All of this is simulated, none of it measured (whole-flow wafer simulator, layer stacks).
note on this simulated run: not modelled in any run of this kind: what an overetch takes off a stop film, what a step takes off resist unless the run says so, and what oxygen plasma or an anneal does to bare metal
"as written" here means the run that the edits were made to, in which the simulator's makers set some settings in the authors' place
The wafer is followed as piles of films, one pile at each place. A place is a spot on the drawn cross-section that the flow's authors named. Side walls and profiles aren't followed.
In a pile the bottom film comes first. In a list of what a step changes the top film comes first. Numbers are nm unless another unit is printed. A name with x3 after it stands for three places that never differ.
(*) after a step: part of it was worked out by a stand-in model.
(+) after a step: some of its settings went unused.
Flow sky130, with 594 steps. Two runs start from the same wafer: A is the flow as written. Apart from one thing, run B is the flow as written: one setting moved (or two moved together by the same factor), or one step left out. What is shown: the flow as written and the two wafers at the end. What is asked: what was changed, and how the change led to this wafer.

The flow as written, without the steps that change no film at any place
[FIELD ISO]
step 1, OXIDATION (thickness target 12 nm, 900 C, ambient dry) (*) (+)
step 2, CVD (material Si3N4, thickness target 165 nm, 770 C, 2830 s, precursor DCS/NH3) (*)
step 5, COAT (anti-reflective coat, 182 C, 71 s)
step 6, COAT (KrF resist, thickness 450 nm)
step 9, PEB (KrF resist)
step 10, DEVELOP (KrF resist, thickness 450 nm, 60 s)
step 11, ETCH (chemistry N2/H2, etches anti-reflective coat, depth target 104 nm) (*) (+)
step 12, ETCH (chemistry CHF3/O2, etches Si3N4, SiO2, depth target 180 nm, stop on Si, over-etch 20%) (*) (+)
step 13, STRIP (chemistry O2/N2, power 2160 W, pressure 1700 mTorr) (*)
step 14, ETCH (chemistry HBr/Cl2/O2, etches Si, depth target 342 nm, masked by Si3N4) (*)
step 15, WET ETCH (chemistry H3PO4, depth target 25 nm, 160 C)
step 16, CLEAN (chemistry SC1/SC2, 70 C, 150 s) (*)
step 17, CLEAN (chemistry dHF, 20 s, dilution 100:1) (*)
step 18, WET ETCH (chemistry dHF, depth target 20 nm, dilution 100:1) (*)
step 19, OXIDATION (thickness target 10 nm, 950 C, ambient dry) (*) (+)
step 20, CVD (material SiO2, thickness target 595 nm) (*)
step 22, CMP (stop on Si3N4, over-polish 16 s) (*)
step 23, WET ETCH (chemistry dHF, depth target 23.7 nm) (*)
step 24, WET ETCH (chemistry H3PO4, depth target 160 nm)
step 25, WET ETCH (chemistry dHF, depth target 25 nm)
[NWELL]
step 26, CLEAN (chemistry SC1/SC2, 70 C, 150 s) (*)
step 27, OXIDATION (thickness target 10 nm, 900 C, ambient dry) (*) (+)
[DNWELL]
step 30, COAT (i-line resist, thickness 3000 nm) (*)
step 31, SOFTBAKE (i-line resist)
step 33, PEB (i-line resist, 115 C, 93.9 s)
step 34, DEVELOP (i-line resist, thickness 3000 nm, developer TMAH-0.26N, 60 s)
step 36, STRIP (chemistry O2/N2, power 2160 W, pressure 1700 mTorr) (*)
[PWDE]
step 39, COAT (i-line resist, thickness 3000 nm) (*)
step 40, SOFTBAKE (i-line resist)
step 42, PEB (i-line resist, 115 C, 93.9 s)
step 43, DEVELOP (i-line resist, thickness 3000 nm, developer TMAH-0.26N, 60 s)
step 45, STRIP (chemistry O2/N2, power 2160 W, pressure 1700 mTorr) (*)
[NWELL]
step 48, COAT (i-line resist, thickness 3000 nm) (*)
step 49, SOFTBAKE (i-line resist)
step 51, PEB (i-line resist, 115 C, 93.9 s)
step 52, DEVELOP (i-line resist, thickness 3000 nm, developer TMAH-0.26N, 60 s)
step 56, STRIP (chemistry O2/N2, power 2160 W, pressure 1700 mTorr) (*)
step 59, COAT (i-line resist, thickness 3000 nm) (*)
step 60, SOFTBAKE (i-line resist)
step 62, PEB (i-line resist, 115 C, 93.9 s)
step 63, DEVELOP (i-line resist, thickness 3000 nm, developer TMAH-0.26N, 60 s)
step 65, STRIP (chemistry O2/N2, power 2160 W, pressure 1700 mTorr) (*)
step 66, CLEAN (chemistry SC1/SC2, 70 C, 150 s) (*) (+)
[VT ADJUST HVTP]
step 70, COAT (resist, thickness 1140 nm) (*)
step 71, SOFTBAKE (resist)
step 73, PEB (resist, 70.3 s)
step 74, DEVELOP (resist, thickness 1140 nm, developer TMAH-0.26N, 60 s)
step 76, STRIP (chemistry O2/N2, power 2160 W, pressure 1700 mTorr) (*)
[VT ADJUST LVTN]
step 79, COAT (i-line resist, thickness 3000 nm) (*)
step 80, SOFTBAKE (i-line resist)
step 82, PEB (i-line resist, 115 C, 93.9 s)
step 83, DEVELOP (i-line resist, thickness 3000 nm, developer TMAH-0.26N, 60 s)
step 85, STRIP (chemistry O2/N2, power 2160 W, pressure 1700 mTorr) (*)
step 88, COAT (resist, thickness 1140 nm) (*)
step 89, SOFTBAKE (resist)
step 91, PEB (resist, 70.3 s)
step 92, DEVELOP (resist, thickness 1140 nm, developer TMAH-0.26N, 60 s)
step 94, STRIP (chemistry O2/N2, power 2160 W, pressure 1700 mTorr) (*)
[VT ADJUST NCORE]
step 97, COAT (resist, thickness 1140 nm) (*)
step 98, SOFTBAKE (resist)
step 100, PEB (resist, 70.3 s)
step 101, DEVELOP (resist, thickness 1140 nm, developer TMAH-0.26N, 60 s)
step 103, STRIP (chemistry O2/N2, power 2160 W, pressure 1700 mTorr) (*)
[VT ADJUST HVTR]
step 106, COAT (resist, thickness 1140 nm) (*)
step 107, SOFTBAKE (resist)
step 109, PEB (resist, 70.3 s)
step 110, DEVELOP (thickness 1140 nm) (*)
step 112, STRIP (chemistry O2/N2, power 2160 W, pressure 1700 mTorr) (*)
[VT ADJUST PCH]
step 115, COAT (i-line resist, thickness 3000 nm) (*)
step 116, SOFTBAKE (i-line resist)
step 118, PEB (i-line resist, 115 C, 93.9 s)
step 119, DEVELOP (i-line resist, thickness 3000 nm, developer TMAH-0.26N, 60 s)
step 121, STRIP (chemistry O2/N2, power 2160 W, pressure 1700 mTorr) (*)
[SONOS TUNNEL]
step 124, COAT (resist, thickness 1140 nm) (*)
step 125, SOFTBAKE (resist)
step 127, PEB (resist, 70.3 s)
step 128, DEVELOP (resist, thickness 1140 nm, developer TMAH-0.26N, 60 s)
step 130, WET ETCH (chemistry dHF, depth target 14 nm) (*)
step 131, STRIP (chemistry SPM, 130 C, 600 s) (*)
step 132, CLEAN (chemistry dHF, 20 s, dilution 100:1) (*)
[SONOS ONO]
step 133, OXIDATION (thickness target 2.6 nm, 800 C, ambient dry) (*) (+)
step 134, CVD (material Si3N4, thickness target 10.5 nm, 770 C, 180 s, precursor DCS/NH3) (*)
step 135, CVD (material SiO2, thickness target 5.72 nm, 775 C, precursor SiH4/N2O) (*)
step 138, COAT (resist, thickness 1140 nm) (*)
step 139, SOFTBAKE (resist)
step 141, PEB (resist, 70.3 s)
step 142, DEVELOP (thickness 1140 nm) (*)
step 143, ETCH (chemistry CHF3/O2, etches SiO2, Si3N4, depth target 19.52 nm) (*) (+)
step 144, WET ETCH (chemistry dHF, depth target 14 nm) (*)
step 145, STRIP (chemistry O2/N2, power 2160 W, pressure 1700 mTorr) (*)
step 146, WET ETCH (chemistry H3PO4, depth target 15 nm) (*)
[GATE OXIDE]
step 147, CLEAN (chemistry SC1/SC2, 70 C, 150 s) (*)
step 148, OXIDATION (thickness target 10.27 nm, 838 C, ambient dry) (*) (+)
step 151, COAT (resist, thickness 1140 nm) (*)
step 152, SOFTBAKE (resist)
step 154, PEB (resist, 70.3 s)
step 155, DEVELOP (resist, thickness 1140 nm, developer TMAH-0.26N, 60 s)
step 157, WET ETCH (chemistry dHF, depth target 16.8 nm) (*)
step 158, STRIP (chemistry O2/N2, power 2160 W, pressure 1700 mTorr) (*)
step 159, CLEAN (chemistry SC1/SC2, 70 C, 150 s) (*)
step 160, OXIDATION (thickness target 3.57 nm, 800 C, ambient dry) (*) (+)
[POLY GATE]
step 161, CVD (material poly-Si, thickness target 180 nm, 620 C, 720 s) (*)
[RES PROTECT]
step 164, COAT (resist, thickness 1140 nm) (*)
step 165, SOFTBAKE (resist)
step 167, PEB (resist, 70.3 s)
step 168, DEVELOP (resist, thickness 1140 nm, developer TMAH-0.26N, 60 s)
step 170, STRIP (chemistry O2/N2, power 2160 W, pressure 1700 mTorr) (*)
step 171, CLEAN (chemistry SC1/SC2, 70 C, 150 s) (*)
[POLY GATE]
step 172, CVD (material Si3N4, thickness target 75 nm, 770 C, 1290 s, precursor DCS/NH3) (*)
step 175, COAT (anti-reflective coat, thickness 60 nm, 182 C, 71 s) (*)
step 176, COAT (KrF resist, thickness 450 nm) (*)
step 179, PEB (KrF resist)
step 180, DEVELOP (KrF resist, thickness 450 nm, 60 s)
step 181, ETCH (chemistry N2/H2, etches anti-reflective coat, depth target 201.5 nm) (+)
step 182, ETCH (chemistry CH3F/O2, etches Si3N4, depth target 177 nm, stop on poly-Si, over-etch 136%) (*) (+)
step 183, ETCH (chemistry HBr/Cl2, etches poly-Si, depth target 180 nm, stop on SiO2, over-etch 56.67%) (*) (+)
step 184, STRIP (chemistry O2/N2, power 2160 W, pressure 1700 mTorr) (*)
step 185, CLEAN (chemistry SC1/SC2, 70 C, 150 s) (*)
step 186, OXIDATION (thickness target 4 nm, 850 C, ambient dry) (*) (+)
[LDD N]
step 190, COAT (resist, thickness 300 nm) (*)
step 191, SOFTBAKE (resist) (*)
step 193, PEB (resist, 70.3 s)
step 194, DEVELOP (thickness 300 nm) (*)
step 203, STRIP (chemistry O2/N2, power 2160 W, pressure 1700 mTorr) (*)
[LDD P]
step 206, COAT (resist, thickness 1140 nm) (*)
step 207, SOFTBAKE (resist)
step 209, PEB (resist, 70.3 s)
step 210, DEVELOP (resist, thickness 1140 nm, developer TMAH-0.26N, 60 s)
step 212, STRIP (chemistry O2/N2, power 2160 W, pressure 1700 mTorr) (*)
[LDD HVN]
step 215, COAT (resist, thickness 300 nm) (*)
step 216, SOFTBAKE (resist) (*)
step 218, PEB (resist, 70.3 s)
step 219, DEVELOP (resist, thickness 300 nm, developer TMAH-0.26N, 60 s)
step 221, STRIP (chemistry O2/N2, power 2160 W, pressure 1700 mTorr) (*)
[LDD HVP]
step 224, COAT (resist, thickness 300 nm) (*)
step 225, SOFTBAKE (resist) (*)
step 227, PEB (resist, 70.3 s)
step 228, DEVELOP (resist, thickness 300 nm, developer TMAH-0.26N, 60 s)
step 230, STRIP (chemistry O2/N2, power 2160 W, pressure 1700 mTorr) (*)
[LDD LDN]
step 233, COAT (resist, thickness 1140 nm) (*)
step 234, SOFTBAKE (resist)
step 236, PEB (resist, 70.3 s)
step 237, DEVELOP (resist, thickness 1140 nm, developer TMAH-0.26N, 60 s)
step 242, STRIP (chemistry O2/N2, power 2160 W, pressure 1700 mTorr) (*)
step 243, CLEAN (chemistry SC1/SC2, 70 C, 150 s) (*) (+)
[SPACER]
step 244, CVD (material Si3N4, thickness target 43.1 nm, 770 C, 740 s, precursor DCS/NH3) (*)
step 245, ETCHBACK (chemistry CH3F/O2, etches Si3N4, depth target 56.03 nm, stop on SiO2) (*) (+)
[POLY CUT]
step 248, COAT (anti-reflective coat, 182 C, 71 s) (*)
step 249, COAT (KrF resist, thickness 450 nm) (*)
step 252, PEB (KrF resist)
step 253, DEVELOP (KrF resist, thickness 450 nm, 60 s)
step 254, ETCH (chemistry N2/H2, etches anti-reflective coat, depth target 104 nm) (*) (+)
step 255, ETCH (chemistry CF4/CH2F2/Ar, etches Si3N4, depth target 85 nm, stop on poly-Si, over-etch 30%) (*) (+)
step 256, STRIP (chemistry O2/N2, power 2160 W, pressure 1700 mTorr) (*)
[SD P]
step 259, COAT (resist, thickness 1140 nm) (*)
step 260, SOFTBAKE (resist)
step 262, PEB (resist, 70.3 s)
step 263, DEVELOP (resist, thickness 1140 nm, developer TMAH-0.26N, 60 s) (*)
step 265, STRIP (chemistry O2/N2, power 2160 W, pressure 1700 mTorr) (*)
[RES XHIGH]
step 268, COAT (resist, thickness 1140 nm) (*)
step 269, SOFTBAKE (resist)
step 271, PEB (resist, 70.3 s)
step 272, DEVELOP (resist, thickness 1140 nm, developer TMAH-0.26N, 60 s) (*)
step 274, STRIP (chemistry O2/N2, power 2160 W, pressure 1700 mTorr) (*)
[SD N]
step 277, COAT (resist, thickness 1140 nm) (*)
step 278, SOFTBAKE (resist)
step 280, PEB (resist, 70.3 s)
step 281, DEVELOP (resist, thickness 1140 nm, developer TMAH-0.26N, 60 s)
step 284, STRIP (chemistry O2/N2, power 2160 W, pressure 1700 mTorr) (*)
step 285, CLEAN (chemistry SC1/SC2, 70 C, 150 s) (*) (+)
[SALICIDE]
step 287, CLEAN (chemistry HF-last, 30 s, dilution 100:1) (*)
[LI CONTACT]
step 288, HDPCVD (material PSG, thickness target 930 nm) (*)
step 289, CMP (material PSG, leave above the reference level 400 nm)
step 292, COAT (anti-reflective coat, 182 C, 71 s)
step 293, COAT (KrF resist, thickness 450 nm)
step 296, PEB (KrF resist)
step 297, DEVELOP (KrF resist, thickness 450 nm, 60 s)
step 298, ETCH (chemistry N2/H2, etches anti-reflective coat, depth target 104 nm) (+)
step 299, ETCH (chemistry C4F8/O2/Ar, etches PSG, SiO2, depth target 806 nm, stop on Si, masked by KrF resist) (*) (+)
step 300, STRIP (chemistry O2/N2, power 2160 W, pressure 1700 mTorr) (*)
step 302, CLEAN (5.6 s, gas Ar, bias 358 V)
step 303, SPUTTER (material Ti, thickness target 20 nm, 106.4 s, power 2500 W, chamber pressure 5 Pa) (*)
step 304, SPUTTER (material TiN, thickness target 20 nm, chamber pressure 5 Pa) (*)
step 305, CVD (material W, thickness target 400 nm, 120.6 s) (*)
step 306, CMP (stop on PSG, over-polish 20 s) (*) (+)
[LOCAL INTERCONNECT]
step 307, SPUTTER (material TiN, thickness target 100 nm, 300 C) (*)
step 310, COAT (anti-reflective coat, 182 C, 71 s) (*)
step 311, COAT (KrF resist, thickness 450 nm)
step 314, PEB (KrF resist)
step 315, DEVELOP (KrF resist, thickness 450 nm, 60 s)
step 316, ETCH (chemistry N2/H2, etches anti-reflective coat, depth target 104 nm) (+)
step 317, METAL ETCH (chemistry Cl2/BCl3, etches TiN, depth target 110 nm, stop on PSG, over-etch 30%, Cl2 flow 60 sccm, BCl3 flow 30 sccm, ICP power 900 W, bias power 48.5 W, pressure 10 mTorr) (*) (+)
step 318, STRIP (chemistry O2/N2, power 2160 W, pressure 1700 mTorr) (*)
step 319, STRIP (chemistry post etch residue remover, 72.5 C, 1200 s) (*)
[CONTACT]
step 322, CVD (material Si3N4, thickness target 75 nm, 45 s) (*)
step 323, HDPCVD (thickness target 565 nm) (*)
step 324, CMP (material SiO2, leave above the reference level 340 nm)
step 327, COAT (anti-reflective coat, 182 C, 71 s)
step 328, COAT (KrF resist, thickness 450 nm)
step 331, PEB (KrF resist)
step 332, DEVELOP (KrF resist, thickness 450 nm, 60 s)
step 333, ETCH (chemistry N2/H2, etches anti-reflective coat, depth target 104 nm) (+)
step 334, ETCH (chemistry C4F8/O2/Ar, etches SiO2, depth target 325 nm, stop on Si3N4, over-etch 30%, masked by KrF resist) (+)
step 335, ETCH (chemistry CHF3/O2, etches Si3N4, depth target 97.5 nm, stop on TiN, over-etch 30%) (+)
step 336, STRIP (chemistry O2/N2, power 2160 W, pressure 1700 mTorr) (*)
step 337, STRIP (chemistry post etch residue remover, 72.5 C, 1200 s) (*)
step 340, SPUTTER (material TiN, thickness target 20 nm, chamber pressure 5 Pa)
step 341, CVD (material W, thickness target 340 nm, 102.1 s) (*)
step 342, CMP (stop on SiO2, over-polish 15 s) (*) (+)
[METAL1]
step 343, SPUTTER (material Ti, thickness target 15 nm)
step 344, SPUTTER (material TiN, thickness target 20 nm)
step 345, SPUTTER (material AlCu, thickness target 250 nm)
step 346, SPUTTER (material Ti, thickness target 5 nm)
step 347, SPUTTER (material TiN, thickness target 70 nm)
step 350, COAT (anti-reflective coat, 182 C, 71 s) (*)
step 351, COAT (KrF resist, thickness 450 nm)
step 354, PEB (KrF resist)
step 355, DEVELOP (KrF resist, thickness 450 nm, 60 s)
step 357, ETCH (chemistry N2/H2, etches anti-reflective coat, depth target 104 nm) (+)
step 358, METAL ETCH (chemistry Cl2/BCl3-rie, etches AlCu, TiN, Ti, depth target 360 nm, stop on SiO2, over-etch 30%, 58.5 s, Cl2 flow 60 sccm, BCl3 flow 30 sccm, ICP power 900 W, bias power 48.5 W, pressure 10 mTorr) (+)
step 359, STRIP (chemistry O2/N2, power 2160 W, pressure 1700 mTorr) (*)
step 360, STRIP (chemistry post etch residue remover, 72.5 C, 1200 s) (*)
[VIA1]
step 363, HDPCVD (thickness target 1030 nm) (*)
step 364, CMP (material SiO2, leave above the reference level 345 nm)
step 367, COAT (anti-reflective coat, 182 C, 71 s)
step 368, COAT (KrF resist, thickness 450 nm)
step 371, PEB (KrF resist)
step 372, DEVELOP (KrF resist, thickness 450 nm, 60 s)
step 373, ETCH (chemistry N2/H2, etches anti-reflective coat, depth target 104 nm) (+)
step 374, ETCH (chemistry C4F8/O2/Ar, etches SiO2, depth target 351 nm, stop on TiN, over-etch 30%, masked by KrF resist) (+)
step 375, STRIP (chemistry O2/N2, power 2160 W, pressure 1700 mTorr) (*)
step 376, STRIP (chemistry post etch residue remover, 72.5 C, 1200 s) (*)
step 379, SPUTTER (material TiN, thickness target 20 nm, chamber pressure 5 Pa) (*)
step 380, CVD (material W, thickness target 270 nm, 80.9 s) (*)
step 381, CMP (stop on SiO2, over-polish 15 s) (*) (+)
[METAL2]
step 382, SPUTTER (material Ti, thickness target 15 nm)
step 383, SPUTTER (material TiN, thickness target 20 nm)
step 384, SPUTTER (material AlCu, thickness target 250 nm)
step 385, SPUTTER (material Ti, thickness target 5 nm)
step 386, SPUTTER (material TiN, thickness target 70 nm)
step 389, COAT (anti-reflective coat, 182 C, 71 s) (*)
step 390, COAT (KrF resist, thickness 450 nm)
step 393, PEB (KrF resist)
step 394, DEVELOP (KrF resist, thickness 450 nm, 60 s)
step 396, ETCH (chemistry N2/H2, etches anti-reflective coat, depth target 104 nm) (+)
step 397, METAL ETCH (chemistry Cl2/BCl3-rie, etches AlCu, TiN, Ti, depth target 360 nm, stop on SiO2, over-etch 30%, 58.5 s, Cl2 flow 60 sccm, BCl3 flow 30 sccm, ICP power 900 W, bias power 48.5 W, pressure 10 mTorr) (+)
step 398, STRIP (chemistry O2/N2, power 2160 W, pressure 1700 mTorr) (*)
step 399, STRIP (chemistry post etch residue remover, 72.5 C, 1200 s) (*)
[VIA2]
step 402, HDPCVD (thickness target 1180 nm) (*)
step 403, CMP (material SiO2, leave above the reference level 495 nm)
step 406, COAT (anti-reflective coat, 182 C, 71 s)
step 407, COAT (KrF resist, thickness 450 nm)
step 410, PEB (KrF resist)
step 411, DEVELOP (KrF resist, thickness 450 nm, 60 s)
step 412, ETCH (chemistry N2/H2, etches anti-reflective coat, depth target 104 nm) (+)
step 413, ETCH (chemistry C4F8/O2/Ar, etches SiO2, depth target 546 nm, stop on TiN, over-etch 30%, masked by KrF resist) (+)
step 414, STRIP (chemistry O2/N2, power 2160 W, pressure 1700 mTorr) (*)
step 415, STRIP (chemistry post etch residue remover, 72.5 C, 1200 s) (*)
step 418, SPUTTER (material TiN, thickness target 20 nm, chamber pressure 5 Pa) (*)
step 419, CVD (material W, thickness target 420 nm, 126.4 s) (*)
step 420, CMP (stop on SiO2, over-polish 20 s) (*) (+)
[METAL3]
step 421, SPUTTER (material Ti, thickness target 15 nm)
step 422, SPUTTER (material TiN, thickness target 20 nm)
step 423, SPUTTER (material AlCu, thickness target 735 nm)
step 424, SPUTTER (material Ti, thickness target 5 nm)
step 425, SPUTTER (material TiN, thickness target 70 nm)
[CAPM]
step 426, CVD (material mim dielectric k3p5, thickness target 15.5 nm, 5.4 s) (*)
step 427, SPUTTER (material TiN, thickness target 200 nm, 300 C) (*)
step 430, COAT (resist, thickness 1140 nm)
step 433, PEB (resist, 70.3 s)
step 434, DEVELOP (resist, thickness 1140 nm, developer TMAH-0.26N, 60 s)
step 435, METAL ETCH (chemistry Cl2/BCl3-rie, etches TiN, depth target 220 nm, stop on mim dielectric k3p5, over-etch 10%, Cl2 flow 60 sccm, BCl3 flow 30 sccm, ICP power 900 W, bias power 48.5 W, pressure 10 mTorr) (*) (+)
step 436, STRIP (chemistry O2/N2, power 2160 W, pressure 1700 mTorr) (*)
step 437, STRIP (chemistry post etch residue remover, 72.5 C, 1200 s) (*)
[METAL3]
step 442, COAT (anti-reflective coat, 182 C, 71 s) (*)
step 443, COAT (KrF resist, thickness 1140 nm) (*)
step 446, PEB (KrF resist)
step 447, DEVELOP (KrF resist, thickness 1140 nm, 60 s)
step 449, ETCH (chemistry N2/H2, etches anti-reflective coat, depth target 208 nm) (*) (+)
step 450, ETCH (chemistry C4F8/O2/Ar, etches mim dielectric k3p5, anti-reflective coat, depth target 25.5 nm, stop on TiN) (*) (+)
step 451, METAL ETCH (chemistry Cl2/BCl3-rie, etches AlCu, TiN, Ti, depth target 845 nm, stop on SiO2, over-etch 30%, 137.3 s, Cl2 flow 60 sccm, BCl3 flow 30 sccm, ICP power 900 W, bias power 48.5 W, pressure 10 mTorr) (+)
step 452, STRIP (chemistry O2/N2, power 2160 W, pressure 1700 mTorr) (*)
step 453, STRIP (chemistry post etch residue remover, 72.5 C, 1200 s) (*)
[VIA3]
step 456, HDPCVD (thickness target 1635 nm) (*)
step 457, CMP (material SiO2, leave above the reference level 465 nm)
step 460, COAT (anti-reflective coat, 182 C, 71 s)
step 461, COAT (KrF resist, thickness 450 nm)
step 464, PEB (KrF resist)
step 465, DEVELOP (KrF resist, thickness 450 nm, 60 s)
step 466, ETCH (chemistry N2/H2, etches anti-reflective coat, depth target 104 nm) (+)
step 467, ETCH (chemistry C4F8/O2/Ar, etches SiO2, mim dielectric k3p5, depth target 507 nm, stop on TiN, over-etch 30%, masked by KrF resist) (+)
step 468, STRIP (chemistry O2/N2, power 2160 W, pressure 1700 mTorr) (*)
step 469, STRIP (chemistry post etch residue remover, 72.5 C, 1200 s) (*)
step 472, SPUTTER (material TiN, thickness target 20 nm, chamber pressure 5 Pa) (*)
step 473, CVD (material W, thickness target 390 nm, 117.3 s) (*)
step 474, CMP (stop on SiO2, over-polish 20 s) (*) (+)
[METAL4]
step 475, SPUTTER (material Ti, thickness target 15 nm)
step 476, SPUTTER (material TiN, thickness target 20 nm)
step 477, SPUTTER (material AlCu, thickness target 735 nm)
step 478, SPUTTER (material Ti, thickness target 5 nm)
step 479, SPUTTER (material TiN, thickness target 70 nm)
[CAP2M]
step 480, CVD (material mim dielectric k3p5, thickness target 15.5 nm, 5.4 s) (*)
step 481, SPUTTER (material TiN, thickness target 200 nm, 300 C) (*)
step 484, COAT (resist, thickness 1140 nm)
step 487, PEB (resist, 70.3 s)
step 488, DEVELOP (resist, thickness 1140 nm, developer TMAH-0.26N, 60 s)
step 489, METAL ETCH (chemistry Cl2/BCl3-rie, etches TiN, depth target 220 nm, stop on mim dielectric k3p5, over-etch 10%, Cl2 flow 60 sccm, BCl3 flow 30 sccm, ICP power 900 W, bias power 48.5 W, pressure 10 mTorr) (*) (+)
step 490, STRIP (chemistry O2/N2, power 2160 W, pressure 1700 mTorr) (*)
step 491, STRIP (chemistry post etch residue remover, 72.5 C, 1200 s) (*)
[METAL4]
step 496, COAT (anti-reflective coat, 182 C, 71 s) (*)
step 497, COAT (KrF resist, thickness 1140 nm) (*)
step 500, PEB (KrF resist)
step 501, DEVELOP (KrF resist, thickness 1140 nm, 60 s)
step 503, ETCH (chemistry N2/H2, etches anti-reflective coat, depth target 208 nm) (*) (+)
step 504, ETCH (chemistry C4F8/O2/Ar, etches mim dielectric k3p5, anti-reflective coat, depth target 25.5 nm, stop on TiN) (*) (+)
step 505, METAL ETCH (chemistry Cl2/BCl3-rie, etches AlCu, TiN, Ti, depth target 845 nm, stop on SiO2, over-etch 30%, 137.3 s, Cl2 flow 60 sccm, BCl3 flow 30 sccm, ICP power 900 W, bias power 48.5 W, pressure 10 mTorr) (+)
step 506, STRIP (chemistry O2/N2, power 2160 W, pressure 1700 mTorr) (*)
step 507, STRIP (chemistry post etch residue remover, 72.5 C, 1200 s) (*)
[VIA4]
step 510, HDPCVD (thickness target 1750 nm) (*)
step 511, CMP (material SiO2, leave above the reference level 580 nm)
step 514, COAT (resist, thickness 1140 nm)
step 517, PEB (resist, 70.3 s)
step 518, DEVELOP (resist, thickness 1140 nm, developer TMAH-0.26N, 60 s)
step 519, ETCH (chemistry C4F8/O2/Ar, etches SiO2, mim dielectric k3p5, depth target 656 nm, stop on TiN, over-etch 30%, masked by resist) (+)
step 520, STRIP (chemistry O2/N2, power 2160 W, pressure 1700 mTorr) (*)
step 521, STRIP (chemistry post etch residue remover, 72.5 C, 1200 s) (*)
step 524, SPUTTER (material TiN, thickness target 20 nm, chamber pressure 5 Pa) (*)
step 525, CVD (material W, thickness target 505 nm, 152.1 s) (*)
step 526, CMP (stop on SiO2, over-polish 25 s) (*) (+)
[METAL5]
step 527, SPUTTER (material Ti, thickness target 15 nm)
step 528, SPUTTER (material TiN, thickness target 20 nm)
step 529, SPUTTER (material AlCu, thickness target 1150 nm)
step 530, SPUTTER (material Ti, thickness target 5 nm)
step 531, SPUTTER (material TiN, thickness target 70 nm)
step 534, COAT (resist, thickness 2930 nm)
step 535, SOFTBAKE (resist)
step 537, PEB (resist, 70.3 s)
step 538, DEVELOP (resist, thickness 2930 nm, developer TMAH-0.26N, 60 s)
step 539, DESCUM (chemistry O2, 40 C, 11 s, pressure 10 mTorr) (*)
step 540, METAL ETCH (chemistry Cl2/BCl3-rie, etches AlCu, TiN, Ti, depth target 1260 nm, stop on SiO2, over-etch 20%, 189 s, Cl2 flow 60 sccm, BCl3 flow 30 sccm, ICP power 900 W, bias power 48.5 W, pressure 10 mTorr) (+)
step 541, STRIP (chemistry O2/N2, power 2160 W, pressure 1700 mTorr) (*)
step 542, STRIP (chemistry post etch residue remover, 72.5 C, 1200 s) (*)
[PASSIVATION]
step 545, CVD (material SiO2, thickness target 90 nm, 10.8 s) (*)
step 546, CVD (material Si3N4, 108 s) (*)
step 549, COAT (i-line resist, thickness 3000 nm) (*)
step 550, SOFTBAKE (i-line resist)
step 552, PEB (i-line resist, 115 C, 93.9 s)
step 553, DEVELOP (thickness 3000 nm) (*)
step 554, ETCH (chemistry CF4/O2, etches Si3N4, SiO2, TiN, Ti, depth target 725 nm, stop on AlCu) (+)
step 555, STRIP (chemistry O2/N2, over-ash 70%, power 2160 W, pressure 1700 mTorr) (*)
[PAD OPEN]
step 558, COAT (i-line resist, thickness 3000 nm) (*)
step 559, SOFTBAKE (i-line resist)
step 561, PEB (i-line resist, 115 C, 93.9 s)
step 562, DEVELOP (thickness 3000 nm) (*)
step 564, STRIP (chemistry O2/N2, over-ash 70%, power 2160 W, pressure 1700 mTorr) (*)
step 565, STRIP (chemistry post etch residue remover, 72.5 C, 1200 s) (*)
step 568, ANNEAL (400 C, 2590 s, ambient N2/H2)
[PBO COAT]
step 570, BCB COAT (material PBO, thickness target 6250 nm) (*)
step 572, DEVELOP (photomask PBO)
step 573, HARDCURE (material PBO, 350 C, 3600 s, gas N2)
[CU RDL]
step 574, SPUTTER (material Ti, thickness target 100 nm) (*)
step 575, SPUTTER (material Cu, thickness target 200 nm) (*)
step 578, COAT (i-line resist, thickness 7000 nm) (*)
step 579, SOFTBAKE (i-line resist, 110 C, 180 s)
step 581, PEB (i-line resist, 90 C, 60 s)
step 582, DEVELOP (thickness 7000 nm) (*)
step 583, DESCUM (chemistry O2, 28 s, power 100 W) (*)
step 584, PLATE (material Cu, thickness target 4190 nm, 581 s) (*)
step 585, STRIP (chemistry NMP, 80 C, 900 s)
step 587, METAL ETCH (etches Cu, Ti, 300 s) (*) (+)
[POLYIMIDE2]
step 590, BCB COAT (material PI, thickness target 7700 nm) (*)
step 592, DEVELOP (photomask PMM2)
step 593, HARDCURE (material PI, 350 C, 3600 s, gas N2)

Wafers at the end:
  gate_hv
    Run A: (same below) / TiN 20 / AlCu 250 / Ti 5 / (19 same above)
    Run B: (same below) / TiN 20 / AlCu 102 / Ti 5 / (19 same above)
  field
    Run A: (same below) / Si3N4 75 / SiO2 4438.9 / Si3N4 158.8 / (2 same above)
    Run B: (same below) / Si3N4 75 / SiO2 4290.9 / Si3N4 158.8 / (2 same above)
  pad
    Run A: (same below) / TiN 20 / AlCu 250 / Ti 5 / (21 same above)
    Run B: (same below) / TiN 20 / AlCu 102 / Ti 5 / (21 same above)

What caused this: step 384, SPUTTER: thickness target 102 nm was run, while the flow as written has thickness target 250 nm.
The wafer lets one read it off: gate_hv has AlCu 102, and step 384 as written asks for 250 nm.

The path from the change to this, step by step:
  step 384, SPUTTER (material AlCu, thickness target 250 nm)
      field, active, n_well and 188 more: A AlCu gains 250 (new film) | B AlCu gains 102 (new film)
  step 397, METAL ETCH (chemistry Cl2/BCl3-rie, etches AlCu, TiN, Ti, depth target 360 nm, stop on SiO2, over-etch 30%, 58.5 s, Cl2 flow 60 sccm, BCl3 flow 30 sccm, ICP power 900 W, bias power 48.5 W, pressure 10 mTorr) (+)
      field, active, gate and 82 more: A TiN loses 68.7 (all of it), Ti loses 5 (all of it), AlCu loses 250 (all of it), TiN loses 20 (all of it), Ti loses 15 (all of it), SiO2 loses 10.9 | B TiN loses 68.7 (all of it), Ti loses 5 (all of it), AlCu loses 102 (all of it), TiN loses 20 (all of it), Ti loses 15 (all of it), SiO2 loses 25.7
  step 403, CMP (material SiO2, leave above the reference level 495 nm)
      field, active, gate and 82 more: A SiO2 loses 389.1 | B SiO2 loses 522.3
